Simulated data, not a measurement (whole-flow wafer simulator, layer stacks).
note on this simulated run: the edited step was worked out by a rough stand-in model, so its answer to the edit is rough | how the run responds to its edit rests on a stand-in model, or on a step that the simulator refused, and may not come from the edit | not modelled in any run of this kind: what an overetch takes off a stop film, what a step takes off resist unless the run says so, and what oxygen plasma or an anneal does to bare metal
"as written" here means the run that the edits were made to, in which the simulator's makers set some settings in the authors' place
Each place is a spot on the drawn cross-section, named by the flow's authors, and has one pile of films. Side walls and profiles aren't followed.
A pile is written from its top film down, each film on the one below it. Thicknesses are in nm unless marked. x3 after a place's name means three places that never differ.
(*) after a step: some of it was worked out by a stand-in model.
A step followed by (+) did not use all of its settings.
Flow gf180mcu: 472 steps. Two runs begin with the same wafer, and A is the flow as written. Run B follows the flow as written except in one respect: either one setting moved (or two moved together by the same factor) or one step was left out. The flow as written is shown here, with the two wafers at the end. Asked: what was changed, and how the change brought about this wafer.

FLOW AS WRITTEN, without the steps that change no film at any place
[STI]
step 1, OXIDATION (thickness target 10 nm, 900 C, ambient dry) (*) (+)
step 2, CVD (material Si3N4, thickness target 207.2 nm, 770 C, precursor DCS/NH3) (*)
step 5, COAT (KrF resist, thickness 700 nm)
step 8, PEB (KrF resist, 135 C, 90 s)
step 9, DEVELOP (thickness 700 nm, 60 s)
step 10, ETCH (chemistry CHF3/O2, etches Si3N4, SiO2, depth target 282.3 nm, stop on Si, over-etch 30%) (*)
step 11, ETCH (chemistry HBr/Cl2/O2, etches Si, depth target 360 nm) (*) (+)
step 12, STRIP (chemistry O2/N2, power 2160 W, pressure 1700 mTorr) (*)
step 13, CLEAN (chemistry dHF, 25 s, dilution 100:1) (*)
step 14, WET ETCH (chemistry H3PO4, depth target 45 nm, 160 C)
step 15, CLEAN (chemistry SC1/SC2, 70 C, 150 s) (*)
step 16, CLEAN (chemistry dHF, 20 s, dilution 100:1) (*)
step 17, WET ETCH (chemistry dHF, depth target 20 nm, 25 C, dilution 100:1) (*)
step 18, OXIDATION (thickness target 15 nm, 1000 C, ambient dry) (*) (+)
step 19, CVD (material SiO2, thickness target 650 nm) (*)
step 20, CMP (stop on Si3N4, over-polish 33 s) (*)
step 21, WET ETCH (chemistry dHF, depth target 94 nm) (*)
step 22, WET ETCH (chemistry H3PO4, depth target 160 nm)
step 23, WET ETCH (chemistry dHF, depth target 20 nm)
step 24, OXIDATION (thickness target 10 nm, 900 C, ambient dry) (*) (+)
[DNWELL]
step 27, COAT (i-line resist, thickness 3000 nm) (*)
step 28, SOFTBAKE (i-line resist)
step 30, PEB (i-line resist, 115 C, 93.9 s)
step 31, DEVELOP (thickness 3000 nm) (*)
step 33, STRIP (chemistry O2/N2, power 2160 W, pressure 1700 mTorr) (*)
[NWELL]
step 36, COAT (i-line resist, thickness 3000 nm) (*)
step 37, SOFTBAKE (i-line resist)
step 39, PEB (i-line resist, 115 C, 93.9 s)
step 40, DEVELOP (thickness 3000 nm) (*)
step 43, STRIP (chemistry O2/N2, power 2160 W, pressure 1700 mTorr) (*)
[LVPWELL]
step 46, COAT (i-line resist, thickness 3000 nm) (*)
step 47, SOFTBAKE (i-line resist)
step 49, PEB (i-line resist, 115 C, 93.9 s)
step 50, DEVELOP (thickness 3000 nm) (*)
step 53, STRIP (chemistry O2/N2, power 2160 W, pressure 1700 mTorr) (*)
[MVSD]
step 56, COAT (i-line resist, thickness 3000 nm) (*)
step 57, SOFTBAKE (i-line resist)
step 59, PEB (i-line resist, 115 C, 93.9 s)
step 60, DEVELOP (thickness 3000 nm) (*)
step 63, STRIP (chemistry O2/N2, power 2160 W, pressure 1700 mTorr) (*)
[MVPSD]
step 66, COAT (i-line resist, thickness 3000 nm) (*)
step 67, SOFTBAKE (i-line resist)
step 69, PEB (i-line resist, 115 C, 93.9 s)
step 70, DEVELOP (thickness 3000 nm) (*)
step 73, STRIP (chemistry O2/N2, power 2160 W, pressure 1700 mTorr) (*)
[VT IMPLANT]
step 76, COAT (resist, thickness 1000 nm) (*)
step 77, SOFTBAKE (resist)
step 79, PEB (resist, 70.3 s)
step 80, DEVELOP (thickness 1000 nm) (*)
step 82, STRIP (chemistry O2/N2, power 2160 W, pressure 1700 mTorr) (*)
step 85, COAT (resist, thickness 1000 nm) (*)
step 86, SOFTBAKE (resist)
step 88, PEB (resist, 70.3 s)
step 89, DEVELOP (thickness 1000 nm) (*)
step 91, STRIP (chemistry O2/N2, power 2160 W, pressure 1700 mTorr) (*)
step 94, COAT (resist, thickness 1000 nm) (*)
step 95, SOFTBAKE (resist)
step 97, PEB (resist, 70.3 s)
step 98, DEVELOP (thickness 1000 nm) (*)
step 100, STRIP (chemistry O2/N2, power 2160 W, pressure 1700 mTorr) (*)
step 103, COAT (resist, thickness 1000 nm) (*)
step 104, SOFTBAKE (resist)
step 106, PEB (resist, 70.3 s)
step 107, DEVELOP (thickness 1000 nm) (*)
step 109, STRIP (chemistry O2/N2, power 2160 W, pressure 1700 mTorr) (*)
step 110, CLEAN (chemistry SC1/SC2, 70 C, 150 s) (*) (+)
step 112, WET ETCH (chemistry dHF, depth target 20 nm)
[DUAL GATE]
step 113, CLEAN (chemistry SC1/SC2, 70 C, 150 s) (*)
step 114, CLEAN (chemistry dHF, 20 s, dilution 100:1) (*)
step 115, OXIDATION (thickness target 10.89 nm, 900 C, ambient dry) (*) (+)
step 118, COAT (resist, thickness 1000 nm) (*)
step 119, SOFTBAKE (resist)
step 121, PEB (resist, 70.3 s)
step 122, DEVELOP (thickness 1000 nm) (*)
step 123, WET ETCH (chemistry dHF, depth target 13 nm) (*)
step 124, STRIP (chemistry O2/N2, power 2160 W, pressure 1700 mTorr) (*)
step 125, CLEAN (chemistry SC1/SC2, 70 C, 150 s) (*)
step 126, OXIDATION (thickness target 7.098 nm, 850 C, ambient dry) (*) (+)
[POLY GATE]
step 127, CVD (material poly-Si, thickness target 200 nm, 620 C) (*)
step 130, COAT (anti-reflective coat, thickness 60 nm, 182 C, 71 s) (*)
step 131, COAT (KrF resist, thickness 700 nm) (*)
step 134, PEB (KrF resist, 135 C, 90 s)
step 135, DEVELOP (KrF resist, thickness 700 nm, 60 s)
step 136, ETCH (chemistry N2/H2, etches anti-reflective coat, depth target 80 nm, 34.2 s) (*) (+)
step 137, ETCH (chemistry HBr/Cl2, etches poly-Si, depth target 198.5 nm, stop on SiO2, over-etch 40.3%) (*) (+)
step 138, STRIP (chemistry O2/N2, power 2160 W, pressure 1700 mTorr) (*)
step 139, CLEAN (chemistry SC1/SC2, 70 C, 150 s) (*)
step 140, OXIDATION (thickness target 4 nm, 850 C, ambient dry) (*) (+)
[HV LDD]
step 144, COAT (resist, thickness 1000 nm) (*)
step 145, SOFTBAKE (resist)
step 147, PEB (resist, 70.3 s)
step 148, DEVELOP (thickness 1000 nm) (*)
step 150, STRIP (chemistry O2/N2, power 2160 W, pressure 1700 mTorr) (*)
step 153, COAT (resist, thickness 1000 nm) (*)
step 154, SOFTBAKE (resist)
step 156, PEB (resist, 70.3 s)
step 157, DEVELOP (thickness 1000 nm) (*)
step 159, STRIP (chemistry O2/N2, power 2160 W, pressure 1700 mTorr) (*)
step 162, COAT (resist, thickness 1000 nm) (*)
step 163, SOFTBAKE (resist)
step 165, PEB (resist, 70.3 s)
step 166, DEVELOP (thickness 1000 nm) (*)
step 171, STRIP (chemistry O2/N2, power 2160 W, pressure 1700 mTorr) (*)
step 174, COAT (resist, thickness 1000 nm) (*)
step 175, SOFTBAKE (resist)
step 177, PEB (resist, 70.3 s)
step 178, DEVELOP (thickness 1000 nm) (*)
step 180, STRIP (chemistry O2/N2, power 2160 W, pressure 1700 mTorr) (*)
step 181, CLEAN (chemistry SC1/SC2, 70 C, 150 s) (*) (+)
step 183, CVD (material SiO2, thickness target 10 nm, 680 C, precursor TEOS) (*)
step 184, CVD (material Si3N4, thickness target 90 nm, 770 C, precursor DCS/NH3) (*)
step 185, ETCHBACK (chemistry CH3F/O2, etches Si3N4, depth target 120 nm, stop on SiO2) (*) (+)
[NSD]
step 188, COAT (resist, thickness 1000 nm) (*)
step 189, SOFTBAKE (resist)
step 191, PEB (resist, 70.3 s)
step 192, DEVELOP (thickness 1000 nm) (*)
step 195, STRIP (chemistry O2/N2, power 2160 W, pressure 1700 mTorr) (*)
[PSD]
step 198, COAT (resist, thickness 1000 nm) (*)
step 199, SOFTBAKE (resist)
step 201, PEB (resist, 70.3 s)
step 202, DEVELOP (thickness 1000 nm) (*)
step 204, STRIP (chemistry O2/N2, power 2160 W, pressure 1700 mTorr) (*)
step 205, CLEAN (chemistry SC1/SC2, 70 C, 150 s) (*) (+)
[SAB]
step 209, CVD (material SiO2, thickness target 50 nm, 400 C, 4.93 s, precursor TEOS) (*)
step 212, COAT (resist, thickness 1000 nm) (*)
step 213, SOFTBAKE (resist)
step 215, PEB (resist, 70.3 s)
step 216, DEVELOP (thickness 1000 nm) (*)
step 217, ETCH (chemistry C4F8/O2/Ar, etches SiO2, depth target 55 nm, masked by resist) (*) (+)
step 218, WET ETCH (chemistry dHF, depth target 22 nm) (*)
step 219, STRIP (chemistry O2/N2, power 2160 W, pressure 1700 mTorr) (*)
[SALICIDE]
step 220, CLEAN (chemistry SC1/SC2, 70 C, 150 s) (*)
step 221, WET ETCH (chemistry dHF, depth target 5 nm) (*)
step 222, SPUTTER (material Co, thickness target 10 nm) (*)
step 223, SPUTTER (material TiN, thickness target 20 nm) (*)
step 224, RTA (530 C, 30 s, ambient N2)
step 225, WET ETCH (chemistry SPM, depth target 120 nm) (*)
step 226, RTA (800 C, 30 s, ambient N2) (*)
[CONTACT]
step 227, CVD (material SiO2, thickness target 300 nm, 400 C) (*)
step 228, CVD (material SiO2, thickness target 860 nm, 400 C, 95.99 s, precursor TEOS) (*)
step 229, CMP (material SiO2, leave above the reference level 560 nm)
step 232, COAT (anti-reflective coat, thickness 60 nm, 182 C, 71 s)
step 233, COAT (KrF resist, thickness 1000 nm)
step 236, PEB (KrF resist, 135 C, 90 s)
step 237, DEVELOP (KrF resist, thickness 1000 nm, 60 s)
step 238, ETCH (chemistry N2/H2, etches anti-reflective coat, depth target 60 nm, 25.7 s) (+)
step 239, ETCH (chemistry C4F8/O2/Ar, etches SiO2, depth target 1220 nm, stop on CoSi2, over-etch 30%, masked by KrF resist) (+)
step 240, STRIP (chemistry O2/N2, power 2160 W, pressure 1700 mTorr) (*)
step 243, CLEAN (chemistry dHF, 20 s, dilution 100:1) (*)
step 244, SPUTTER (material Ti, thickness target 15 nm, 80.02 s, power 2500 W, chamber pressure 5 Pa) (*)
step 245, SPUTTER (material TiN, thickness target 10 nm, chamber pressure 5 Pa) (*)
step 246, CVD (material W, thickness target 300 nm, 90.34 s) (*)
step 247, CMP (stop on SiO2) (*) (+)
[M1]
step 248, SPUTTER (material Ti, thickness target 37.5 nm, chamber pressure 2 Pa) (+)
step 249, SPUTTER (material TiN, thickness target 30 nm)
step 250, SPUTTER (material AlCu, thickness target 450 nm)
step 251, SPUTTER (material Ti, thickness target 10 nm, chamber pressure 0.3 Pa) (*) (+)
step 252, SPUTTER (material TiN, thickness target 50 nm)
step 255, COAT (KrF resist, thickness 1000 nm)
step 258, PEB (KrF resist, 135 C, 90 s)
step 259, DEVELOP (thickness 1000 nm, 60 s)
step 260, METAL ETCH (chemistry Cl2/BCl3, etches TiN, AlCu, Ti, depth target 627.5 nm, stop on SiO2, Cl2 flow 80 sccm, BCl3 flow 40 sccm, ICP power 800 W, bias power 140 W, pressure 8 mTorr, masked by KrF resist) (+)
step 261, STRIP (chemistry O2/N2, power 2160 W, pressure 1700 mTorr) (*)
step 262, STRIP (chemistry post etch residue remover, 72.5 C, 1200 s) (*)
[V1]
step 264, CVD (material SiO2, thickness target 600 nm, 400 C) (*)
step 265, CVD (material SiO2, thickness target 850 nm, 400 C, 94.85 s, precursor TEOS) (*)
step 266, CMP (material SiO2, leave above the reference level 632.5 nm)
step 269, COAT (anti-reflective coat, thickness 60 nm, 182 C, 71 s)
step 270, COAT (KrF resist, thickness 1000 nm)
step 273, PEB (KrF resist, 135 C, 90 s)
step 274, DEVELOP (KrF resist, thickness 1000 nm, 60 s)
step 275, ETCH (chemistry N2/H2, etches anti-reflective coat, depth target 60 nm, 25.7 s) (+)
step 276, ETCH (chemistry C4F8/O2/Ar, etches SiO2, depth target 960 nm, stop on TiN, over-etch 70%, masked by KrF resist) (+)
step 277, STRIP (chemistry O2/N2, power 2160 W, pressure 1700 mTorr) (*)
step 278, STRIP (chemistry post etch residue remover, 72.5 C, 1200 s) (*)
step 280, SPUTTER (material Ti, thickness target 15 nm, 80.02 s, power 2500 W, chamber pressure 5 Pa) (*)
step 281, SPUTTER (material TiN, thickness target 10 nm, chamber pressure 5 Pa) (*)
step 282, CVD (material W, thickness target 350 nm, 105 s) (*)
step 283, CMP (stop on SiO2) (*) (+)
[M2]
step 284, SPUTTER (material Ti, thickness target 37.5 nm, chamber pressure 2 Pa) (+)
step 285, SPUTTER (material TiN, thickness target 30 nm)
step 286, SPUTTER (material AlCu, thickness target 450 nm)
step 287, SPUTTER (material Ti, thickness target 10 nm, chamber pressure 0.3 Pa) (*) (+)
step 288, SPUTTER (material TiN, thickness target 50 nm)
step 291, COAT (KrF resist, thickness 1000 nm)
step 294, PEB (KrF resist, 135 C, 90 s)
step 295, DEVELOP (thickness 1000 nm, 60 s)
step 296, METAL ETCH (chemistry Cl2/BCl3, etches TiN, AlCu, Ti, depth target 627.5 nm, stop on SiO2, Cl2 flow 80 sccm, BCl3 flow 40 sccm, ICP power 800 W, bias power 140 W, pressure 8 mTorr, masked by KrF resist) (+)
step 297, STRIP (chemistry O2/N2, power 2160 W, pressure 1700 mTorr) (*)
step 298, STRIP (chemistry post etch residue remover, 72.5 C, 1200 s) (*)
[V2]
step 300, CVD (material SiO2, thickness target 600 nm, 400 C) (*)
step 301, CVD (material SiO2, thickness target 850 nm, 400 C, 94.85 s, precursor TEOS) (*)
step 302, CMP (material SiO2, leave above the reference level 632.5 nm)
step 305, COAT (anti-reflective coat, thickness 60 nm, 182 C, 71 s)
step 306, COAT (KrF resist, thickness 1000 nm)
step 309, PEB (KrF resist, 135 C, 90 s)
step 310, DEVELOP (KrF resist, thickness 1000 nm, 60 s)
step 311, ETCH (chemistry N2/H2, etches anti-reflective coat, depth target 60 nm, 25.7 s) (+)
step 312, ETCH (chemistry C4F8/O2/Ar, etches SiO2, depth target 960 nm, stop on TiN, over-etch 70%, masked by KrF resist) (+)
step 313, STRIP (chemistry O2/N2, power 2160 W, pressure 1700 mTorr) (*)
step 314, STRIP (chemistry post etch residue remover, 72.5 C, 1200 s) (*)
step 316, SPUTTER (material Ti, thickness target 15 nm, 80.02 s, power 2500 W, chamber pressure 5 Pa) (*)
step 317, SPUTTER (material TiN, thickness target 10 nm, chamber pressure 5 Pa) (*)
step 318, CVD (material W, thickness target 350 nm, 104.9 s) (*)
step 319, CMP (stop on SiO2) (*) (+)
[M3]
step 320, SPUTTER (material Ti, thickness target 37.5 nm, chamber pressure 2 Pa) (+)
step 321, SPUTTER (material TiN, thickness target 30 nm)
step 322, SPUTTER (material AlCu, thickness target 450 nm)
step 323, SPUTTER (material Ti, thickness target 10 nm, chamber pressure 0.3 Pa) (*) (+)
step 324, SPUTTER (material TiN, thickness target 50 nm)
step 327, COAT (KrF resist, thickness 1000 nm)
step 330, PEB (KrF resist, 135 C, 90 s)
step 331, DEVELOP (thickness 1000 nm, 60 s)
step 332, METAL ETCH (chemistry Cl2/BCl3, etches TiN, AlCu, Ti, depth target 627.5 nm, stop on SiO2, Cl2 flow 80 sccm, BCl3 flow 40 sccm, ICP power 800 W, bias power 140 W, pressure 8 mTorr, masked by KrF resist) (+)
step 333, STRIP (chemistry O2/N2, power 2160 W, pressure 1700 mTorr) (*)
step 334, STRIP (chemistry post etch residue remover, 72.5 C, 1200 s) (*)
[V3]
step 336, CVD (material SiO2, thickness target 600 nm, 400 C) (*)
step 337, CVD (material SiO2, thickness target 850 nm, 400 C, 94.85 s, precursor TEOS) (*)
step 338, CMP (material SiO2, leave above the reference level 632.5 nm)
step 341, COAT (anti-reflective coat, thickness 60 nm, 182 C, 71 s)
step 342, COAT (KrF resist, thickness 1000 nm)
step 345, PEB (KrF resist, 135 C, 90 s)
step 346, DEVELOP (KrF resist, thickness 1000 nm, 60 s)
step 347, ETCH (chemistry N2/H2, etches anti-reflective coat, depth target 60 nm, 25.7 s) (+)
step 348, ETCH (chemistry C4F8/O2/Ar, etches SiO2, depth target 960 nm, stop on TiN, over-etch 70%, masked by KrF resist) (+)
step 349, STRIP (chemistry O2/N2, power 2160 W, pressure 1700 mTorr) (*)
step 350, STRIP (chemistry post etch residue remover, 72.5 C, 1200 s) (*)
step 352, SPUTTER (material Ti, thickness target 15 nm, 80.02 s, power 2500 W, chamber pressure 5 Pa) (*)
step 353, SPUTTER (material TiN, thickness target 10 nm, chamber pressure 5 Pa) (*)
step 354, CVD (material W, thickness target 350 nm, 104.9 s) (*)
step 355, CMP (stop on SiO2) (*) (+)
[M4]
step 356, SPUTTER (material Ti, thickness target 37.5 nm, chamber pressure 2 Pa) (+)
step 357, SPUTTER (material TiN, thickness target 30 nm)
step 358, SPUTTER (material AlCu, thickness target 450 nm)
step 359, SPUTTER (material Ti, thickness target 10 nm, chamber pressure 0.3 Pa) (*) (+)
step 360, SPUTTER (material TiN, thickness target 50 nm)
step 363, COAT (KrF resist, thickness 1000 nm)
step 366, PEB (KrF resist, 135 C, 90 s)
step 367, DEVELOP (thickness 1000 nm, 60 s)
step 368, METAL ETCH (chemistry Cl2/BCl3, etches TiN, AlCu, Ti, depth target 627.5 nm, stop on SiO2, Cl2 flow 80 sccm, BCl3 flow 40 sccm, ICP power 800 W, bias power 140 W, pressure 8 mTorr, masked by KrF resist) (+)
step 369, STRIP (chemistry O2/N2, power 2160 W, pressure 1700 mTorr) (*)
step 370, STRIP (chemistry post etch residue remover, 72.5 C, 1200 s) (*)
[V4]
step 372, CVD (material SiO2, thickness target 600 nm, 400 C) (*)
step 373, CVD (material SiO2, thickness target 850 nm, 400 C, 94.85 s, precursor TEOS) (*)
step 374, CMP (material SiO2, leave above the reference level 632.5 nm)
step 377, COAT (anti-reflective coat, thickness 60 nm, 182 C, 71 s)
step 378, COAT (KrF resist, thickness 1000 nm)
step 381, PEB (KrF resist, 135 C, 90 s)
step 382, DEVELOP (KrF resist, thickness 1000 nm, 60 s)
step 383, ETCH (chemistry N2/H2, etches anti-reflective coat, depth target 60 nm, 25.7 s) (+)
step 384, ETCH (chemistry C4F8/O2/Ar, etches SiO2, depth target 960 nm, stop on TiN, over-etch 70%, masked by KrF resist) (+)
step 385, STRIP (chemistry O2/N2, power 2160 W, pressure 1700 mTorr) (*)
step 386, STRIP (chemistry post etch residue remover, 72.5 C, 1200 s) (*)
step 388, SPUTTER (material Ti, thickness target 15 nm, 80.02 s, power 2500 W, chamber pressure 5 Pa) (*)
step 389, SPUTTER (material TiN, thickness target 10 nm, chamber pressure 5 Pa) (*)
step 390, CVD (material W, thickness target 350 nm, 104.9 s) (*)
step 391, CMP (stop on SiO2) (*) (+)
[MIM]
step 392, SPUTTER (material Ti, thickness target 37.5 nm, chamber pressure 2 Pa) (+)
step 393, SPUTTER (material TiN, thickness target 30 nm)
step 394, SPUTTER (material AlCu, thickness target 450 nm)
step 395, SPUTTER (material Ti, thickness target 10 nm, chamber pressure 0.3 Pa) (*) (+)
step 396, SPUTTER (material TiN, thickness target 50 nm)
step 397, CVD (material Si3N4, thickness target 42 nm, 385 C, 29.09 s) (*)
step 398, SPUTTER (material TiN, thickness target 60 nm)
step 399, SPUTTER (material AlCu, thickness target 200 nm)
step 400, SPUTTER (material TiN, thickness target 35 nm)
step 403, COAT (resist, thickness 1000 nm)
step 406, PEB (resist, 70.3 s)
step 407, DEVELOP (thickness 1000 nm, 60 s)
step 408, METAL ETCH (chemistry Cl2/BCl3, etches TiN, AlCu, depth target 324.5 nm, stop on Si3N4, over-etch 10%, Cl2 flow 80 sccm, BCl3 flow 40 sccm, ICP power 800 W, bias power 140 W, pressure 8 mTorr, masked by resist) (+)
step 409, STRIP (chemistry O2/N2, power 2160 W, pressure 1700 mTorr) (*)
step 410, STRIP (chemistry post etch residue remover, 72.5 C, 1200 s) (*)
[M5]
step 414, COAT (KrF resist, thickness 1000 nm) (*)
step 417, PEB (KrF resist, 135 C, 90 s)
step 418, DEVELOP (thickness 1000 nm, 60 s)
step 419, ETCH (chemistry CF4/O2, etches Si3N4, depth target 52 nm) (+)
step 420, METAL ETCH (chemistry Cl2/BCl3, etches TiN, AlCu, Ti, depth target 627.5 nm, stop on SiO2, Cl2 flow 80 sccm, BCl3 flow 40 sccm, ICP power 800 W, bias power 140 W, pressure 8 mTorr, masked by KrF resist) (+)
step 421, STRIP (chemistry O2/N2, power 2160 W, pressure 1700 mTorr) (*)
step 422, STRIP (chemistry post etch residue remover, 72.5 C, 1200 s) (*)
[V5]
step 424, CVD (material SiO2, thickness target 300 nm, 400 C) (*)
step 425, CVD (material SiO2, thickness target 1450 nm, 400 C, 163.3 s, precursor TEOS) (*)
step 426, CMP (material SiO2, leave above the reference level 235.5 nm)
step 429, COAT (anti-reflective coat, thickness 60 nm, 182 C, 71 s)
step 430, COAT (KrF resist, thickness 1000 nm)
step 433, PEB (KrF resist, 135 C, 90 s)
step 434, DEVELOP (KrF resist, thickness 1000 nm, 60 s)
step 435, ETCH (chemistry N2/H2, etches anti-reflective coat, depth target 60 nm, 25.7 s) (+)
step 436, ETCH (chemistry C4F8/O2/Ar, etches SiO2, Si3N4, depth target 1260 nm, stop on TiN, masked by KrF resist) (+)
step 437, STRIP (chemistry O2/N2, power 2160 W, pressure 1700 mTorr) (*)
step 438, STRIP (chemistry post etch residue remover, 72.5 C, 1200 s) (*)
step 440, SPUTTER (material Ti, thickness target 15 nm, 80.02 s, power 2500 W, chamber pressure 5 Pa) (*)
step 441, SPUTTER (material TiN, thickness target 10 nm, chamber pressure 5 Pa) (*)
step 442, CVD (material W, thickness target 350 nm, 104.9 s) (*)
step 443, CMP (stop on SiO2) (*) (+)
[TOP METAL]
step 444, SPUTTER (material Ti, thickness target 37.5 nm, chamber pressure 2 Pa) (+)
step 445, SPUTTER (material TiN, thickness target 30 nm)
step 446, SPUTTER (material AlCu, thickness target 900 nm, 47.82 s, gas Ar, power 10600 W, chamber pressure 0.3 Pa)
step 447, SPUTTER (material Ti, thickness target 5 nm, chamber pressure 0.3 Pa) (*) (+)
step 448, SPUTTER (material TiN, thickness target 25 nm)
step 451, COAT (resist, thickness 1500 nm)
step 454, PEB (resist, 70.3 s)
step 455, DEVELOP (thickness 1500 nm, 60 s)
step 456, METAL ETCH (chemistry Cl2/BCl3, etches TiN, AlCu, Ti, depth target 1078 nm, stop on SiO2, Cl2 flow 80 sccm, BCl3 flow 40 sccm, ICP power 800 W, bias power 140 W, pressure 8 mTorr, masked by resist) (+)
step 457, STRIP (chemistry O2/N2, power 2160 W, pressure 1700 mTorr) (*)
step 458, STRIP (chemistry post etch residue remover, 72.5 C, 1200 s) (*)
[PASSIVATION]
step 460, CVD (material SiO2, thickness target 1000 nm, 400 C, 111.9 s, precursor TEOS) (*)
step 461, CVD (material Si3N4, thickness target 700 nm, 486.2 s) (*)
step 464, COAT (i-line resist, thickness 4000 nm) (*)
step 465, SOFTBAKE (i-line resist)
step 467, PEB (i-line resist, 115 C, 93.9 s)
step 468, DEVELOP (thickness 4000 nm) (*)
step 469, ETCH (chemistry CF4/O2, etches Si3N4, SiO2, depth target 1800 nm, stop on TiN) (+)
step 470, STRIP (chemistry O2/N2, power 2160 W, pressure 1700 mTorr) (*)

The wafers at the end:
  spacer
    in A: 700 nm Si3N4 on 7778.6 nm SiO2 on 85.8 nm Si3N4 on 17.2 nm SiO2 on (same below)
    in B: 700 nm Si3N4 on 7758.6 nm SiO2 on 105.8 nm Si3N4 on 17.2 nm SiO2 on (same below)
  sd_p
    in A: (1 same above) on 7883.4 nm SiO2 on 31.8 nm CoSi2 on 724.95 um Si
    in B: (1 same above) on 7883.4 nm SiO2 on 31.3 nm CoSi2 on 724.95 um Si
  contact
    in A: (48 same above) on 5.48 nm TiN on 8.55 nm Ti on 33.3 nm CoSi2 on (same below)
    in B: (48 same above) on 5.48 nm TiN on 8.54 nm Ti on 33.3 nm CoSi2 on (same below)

The reason: step 184, CVD: thickness target 110 nm was run, whereas the flow has thickness target 90 nm.

The path from the change to this, step by step:
  step 184, CVD (material Si3N4, thickness target 90 nm, 770 C, precursor DCS/NH3) (*)
      field, field__w1, field__w2 and 101 more: A Si3N4 gains 90 (new film) | B Si3N4 gains 110 (new film)
  step 185, ETCHBACK (chemistry CH3F/O2, etches Si3N4, depth target 120 nm, stop on SiO2) (*) (+)
      field, field__w1, field__w2 and 100 more: A Si3N4 loses 90 (all of it), SiO2 loses 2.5 | B Si3N4 loses 110 (all of it), SiO2 loses 0.83
  step 189, SOFTBAKE (resist)
      field__w9: A resist gains 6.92 | B resist loses 3.02
      active_hv: A resist gains 2.68 | B resist loses 0.34
      (also at 3 further places)
  step 199, SOFTBAKE (resist)
      field__w9: A resist gains 6.92 | B resist loses 3.02
      active_hv: A resist gains 2.68 | B resist loses 0.34
      (also at 3 further places)
  step 209, CVD (material SiO2, thickness target 50 nm, 400 C, 4.93 s, precursor TEOS) (*)
      ld_drift_p: A SiO2 gains 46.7 | B SiO2 gains 45.4
      ld_drn_p: A SiO2 gains 46 | B SiO2 gains 44.7
  step 212, COAT (resist, thickness 1000 nm) (*)
      spacer: A resist gains 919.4 (new film) | B resist gains 900.9 (new film)
  step 213, SOFTBAKE (resist)
      npoly_sal: A resist loses 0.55 | B nothing
      field__w5: A resist gains 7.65 | B resist gains 8.18
      (also at 2 further places)
  step 218, WET ETCH (chemistry dHF, depth target 22 nm) (*)
      gate, gate_hv, gate_p and 23 more: A SiO2 loses 5.48 (all of it) | B SiO2 loses 7.15 (all of it)
      active, p_well, sd_n, iso_ptap_pw, iso_ntap_nw, iso_ptap_sub, vpnp_e: A SiO2 loses 9.01 (all of it) | B SiO2 loses 10.7 (all of it)
      (also at 15 further places)
  step 223, SPUTTER (material TiN, thickness target 20 nm) (*)
      field__w2: A TiN gains 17 (new film) | B TiN gains 16.1 (new film)
      field__w3: A TiN gains 15.7 (new film) | B TiN gains 14.5 (new film)
      (also at 3 further places)
  step 224, RTA (530 C, 30 s, ambient N2)
      ld_drn_p: A under 1 film: CoSi gains 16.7 (new film), Co loses 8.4 (all of it), Si loses 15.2 | B under 1 film: CoSi gains 15.9 (new film), Co loses 8.01 (all of it), Si loses 14.5
  step 225, WET ETCH (chemistry SPM, depth target 120 nm) (*)
      field__w2: A TiN loses 17 (all of it), Co loses 8.65 (all of it) | B TiN loses 16.1 (all of it), Co loses 8.29 (all of it)
      field__w3: A TiN loses 15.7 (all of it), Co loses 8.06 (all of it) | B TiN loses 14.5 (all of it), Co loses 7.57 (all of it)
      (also at 3 further places)
  step 226, RTA (800 C, 30 s, ambient N2) (*)
      ld_sd_n: A CoSi2 gains 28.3 (new film), CoSi loses 16.1 (all of it), Si loses 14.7 | B CoSi2 gains 27.7 (new film), CoSi loses 15.7 (all of it), Si loses 14.3
      ld_drn_n: A CoSi2 gains 31.5 (new film), CoSi loses 17.9 (all of it), Si loses 16.4 | B CoSi2 gains 30.8 (new film), CoSi loses 17.5 (all of it), Si loses 16
      (also at 2 further places)
  step 229, CMP (material SiO2, leave above the reference level 560 nm)
      spacer: A SiO2 loses 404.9 | B SiO2 loses 424.9
